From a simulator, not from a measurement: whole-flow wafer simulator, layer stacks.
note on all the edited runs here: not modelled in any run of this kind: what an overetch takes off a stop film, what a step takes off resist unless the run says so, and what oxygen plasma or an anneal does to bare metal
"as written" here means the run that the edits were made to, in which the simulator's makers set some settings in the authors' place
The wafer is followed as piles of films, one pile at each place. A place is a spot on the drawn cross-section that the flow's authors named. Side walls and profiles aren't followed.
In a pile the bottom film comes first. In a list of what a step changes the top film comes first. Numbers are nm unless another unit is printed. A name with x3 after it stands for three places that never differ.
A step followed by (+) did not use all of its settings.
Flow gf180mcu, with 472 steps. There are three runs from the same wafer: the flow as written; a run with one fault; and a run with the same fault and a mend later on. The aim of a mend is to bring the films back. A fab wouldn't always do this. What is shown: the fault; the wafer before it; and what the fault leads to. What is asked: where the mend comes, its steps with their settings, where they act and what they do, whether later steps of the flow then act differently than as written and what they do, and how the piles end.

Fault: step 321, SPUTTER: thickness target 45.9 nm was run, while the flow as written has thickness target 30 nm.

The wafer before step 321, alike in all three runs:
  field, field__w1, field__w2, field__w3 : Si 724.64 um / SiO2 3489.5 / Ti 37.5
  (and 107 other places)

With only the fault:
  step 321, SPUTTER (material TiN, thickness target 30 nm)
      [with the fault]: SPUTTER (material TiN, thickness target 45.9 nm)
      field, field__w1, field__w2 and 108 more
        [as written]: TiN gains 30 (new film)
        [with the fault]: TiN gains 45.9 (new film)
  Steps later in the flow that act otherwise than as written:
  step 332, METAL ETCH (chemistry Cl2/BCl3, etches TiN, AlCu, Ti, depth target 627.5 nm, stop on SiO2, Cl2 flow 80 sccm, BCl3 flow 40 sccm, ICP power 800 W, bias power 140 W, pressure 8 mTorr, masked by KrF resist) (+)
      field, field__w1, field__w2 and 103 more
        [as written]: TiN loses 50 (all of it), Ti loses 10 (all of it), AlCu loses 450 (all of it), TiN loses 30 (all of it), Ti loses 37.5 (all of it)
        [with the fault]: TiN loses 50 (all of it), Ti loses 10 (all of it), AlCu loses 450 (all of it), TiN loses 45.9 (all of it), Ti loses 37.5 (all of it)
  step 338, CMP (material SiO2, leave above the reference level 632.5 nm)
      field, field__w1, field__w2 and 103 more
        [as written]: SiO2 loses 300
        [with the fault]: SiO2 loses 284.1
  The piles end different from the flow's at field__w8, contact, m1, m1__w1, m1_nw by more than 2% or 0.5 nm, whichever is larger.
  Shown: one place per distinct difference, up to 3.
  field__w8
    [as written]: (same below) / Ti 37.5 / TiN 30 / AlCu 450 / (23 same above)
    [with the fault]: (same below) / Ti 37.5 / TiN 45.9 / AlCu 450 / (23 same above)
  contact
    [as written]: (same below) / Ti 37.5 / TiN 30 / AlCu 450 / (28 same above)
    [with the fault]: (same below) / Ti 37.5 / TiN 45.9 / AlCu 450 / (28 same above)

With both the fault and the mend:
  After step 321 comes the mend.
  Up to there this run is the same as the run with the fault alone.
  step 321a, METAL ETCH (chemistry Cl2/BCl3, etches TiN, AlCu, Ti, depth target 15.9 nm, Cl2 flow 80 sccm, BCl3 flow 40 sccm, ICP power 800 W, bias power 140 W, pressure 8 mTorr) (the flow's step 260 again, with other settings)
      field, field__w1, field__w2 and 108 more
        TiN loses 15.9
  None of the later steps of the flow acts differently than as written at any place that is followed.
  The piles end the same as the flow's at every place that both follow.
